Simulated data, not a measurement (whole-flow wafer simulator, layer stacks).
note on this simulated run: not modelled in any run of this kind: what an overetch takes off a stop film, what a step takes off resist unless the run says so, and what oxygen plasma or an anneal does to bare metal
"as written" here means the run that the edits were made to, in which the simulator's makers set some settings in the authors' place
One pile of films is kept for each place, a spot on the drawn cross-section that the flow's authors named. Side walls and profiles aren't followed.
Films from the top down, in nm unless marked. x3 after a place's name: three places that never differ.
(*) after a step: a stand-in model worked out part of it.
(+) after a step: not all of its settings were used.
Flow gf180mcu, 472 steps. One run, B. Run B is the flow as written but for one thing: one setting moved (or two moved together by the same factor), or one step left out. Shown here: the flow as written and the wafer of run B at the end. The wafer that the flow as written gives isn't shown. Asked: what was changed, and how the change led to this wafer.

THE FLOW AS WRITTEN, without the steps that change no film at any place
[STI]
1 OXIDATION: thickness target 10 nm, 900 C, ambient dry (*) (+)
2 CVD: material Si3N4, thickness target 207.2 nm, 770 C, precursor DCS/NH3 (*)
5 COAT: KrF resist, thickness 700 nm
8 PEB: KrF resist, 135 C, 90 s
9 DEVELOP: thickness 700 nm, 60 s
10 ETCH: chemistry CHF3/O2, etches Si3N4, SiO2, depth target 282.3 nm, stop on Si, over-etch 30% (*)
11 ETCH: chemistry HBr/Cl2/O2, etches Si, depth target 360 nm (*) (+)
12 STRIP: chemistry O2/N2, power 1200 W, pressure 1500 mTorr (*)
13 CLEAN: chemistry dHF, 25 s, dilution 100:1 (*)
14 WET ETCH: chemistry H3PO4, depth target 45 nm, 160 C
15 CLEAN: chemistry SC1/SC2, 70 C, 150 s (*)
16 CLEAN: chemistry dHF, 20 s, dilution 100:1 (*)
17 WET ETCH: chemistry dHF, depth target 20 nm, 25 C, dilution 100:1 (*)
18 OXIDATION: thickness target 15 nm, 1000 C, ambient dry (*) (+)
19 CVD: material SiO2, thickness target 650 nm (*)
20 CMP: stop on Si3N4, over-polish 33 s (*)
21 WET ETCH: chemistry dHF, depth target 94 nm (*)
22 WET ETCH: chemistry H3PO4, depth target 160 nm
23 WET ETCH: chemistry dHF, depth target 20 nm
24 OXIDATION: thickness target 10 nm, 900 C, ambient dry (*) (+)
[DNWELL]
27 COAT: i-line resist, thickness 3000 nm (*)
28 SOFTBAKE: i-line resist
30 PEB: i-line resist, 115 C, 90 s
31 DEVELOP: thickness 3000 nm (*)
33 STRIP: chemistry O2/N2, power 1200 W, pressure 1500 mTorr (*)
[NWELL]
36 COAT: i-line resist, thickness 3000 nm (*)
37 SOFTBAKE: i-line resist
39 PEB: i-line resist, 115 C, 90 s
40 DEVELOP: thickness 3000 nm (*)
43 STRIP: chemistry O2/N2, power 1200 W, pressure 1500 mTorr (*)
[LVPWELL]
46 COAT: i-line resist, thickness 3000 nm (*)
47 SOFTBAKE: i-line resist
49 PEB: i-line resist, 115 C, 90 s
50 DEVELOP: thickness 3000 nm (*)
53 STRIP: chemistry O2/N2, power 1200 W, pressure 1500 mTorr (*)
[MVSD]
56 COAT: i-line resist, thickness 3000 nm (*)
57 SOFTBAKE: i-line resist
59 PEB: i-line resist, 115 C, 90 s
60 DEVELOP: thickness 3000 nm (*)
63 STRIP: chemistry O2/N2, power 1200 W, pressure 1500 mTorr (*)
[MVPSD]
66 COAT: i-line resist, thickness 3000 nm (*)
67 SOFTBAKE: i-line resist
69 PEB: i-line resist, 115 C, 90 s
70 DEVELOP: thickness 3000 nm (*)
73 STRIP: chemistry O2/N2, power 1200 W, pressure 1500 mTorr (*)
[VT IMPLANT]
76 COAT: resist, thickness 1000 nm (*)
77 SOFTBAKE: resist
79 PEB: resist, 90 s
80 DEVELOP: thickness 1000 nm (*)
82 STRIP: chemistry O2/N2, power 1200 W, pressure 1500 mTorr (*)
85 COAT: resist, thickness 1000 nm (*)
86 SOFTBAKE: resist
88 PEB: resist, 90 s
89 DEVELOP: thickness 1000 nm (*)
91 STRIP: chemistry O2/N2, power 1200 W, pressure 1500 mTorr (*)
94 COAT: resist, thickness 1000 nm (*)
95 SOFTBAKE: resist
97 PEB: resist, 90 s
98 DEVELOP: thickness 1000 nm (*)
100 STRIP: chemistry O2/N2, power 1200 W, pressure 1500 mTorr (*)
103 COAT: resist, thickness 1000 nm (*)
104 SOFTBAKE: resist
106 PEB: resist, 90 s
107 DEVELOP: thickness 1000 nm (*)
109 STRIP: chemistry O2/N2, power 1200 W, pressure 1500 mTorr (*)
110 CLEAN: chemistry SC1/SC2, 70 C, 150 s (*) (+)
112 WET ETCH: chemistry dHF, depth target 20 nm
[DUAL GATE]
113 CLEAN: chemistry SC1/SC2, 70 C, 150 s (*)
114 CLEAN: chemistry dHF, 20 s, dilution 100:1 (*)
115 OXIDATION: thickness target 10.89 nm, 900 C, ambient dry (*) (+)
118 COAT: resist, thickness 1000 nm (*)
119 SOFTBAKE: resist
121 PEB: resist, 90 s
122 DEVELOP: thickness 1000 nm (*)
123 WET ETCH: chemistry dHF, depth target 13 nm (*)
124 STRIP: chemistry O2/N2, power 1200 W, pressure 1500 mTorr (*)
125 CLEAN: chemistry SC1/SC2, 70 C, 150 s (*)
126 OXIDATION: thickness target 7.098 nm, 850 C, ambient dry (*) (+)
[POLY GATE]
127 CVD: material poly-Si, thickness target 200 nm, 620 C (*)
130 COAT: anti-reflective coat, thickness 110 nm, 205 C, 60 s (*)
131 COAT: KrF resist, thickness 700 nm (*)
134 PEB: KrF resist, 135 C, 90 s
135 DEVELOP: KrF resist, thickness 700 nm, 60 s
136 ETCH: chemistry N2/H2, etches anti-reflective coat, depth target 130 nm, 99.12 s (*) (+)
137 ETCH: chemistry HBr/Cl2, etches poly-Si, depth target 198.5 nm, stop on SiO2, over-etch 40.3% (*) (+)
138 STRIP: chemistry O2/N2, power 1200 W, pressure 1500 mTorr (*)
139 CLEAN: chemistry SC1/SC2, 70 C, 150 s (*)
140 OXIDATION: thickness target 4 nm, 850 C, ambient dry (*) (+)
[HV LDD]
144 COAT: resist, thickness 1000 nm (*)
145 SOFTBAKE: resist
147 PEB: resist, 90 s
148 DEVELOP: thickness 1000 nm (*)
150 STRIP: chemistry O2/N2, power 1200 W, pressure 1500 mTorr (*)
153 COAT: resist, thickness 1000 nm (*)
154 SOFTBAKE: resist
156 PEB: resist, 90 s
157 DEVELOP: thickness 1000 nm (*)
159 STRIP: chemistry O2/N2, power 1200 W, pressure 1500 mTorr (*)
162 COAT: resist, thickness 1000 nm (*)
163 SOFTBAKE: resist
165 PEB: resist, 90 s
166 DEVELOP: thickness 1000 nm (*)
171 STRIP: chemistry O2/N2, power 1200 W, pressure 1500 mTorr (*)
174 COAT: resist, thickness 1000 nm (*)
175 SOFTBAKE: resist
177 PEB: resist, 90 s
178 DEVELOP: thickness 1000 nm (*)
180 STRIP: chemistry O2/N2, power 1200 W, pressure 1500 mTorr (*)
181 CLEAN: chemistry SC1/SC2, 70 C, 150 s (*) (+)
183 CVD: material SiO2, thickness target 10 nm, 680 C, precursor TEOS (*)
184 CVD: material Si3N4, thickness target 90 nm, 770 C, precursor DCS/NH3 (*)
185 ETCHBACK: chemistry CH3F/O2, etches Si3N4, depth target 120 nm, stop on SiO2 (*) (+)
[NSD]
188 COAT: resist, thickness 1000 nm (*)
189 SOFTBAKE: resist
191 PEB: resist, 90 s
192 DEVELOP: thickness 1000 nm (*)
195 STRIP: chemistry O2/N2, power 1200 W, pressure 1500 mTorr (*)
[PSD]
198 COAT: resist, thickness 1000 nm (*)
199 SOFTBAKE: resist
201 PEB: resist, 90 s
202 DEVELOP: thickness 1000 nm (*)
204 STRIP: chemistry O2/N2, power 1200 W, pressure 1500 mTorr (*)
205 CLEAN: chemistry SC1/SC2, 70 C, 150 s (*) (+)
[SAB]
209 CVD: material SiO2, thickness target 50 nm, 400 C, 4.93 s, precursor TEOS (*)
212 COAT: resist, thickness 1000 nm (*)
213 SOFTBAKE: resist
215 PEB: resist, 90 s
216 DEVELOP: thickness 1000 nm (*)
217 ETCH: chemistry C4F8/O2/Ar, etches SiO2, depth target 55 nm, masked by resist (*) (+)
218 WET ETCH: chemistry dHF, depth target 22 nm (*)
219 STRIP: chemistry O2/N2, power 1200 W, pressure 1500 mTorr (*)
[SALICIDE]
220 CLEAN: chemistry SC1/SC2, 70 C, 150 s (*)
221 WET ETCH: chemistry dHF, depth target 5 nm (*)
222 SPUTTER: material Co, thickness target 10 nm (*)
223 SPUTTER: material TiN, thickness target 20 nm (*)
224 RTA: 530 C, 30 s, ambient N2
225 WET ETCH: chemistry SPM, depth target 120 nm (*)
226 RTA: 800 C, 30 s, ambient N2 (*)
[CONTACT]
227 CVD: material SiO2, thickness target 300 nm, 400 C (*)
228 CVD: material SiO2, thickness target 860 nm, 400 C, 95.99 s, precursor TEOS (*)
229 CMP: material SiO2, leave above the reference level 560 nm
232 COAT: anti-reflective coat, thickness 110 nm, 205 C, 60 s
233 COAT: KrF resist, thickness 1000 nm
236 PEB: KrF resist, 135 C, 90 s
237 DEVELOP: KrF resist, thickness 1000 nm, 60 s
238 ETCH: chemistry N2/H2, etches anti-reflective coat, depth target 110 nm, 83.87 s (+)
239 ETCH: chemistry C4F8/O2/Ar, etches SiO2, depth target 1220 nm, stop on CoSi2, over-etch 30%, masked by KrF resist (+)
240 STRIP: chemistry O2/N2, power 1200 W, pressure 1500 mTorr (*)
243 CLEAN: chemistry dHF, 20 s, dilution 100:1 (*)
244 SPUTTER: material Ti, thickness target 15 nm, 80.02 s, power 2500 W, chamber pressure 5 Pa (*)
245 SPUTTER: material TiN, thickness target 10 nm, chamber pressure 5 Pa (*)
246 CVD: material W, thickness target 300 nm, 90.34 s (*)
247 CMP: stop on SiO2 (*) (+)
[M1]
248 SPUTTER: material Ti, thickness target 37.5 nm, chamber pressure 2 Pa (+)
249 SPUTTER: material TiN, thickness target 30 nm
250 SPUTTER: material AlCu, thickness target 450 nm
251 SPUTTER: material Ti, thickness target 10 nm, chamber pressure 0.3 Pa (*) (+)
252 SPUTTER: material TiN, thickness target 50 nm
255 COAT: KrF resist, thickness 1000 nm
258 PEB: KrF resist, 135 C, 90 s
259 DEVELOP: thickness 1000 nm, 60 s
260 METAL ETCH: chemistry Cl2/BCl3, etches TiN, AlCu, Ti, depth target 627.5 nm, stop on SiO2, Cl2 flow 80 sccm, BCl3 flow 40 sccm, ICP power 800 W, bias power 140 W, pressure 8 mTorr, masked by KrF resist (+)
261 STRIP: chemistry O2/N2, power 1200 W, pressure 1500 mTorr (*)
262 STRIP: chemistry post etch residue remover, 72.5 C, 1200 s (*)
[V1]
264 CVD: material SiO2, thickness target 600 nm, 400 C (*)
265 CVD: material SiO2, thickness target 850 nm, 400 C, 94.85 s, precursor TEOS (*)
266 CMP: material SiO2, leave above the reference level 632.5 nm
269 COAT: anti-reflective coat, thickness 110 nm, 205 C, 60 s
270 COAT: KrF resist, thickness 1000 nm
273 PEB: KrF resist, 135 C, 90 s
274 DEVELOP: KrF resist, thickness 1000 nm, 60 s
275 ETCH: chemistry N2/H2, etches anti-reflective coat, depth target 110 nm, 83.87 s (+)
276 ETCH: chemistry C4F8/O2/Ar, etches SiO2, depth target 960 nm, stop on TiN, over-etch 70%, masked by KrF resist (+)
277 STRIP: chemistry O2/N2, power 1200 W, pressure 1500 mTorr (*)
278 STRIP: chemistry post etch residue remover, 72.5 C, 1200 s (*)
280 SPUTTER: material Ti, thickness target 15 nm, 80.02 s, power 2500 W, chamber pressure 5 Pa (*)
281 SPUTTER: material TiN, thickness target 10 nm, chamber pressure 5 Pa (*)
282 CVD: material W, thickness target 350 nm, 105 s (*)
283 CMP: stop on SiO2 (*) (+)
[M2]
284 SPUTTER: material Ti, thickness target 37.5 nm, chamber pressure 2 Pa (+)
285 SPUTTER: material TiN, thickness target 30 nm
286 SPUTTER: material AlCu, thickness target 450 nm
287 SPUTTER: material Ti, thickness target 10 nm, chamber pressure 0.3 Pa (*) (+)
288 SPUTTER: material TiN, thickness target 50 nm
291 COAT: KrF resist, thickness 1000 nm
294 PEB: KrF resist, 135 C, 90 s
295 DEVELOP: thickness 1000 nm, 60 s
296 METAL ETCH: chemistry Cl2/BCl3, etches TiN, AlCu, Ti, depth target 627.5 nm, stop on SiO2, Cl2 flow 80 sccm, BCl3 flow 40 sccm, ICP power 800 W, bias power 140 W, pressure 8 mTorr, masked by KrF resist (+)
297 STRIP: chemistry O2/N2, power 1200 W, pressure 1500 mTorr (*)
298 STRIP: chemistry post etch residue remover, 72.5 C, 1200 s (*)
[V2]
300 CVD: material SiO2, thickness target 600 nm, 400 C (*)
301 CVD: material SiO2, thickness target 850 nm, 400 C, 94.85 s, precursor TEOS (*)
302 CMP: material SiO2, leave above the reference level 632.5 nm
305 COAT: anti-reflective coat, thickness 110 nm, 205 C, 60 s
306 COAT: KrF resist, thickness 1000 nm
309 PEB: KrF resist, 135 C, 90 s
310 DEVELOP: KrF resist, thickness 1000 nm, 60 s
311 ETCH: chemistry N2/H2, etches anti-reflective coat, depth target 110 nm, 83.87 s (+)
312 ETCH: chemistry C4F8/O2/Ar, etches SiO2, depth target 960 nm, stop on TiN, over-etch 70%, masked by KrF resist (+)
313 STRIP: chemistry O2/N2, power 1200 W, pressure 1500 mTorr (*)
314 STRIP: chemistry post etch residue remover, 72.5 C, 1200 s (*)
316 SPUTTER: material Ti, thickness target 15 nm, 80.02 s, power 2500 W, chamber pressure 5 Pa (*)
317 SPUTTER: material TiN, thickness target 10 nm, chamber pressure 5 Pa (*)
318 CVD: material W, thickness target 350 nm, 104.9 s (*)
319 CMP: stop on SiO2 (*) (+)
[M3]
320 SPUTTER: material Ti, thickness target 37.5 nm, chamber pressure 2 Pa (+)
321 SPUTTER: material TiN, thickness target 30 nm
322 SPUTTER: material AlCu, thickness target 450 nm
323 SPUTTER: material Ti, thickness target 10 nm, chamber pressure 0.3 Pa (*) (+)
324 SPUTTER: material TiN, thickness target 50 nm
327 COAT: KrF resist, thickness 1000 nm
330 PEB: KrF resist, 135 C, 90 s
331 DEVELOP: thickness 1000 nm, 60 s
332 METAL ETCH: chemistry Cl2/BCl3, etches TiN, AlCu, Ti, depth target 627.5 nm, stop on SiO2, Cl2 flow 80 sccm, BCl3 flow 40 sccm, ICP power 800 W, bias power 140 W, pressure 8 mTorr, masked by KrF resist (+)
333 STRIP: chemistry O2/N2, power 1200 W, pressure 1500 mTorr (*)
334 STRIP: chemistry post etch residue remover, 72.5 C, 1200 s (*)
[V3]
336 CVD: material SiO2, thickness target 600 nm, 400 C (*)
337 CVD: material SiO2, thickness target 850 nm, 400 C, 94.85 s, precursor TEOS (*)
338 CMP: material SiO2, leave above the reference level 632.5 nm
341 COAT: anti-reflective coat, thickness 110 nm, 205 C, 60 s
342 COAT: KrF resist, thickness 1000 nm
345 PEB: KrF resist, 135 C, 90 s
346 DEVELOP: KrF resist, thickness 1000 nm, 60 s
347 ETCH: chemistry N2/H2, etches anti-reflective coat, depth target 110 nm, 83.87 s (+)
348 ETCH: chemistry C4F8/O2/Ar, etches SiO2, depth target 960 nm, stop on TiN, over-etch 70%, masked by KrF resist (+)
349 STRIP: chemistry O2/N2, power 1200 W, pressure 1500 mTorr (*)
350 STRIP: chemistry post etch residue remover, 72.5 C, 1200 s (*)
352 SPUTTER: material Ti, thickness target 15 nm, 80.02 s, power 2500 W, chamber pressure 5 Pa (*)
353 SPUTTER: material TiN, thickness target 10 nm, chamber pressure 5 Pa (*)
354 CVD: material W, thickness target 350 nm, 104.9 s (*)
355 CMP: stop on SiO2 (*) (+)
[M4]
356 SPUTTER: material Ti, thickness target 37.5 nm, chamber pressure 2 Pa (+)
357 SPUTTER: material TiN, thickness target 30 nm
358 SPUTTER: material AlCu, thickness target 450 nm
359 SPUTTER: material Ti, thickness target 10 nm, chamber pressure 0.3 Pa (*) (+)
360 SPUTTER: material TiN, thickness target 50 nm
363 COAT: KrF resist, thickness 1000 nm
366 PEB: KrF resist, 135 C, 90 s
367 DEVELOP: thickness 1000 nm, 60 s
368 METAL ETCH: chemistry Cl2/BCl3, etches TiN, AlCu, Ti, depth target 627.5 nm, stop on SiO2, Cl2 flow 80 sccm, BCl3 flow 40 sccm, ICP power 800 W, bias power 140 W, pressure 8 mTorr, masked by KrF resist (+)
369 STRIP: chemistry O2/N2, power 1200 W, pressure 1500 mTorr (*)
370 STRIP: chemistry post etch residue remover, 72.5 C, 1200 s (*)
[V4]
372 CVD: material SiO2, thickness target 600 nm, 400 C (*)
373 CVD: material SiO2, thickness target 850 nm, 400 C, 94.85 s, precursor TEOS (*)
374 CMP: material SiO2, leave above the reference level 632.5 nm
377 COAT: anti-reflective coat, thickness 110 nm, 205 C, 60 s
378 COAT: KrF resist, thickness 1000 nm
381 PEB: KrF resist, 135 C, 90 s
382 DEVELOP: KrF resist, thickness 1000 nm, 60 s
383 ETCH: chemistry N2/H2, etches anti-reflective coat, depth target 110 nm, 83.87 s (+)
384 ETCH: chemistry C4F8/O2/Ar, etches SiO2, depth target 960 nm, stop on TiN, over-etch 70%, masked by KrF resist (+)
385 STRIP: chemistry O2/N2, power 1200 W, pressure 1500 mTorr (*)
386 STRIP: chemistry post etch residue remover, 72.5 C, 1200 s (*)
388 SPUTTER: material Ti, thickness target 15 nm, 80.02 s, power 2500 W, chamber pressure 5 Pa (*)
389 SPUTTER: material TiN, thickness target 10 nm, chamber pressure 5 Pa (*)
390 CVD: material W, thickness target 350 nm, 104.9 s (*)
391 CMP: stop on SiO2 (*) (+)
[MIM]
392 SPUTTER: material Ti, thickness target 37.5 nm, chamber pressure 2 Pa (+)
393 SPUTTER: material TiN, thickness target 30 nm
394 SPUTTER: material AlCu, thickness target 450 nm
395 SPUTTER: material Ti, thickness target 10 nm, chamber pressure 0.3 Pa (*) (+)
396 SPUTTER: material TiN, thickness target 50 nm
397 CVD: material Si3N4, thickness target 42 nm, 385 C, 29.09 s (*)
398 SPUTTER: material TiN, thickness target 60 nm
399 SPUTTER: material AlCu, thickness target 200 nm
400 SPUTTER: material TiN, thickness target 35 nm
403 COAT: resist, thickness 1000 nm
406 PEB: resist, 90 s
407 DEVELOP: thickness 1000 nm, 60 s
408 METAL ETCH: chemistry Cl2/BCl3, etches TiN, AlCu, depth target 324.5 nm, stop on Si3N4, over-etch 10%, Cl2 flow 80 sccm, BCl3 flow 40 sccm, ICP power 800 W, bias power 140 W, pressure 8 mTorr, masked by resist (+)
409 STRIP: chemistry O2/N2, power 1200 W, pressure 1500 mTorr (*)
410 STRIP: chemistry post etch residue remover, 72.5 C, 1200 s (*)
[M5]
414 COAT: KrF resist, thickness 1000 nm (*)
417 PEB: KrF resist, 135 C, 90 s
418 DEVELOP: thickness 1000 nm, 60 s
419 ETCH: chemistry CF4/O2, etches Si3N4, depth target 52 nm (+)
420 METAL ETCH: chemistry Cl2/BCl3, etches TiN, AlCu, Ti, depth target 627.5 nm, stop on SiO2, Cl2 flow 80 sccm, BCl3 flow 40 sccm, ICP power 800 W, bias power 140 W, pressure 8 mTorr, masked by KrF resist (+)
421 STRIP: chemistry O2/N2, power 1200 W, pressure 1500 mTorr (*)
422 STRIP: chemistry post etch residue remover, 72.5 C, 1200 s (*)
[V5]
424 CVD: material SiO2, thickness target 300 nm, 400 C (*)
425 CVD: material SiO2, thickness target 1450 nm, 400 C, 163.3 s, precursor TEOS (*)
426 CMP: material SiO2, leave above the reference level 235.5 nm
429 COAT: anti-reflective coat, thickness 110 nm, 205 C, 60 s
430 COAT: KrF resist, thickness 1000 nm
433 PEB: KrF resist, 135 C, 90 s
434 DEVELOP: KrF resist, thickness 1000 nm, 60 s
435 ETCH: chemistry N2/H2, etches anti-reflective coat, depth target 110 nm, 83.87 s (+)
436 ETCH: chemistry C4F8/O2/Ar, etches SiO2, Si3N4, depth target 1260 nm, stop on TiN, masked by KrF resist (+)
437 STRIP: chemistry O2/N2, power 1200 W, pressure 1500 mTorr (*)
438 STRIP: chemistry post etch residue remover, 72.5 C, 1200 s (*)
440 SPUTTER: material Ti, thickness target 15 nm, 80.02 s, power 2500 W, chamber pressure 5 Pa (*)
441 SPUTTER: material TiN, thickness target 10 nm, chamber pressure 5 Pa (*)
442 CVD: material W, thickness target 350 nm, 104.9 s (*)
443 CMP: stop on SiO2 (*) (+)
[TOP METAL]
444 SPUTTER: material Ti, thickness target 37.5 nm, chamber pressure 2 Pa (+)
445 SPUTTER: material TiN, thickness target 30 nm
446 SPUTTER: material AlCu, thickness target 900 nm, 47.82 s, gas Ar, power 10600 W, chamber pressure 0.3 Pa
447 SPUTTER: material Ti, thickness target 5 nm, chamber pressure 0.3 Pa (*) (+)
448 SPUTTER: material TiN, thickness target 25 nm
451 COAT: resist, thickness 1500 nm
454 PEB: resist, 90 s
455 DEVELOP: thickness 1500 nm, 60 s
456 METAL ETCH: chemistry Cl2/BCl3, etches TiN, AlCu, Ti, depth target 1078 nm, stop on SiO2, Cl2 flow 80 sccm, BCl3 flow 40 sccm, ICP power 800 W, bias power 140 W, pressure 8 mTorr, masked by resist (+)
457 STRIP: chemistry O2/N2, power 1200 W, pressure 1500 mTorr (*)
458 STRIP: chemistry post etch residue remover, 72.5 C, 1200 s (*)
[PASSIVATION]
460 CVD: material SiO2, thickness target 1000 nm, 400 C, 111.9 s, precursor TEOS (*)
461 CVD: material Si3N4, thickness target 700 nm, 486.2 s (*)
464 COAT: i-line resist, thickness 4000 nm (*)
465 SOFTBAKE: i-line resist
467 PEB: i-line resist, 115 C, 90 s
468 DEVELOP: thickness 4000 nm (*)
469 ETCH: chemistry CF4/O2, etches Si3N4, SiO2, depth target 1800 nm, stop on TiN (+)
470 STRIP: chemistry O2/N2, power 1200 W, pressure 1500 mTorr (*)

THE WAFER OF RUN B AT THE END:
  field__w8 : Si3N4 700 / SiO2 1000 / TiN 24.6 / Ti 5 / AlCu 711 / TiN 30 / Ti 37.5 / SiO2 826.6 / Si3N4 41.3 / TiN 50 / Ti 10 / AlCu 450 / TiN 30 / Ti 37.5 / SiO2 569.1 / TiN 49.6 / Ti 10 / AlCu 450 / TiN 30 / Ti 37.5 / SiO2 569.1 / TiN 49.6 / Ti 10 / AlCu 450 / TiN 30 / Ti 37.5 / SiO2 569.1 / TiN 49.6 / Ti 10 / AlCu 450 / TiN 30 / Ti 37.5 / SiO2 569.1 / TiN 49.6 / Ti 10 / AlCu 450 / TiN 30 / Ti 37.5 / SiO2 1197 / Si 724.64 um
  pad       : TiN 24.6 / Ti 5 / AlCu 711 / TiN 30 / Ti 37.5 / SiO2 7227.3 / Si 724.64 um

The cause: step 446, SPUTTER: thickness target 711 nm was run, where the flow has thickness target 900 nm.
It can be read off the wafer: field__w8 has AlCu 711, and step 446 as written asks for 900 nm.

How the change led to this, step by step:
  446 SPUTTER: material AlCu, thickness target 900 nm, 47.82 s, gas Ar, power 10600 W, chamber pressure 0.3 Pa
      field, field__w1, field__w2 and 109 more: AlCu +711 (new film) (as written it would be: AlCu +900 (new film))
  456 METAL ETCH: chemistry Cl2/BCl3, etches TiN, AlCu, Ti, depth target 1078 nm, stop on SiO2, Cl2 flow 80 sccm, BCl3 flow 40 sccm, ICP power 800 W, bias power 140 W, pressure 8 mTorr, masked by resist (+)
      field, field__w1, field__w2 and 103 more: TiN -25 (all of it), Ti -5 (all of it), AlCu -711 (all of it), TiN -30 (all of it), Ti -37.5 (all of it) (as written it would be: TiN -25 (all of it), Ti -5 (all of it), AlCu -900 (all of it), TiN -30 (all of it), Ti -37.5 (all of it))
  464 COAT: i-line resist, thickness 4000 nm (*)
      field__w8: i-line resist +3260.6 (new film) (as written it would be: i-line resist +3093.1 (new film))
      contact: i-line resist +3303.6 (new film) (as written it would be: i-line resist +3153.6 (new film))
      (and at 4 more places)
  465 SOFTBAKE: i-line resist
      field__w5, field__w9: i-line resist +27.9 (as written it would be: i-line resist +37.3)
      field: i-line resist -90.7 (as written it would be: i-line resist -120.6)
      (and at 66 more places)
  467 PEB: i-line resist, 115 C, 90 s
      field__w8, m1__w1: i-line resist -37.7 (as written it would be: i-line resist -34.7)
      contact, m1: i-line resist -38 (as written it would be: i-line resist -35.1)
      (and at 2 more places)
  468 DEVELOP: thickness 4000 nm (*)
      pad: i-line resist -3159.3 (all of it) (as written it would be: i-line resist -2974.8 (all of it))
  470 STRIP: chemistry O2/N2, power 1200 W, pressure 1500 mTorr (*)
      field__w8, m1__w1: i-line resist -1969.9 (all of it) (as written it would be: i-line resist -1787.7 (all of it))
      contact: i-line resist -1986.9 (all of it) (as written it would be: i-line resist -1811.2 (all of it))
      (and at 2 more places)
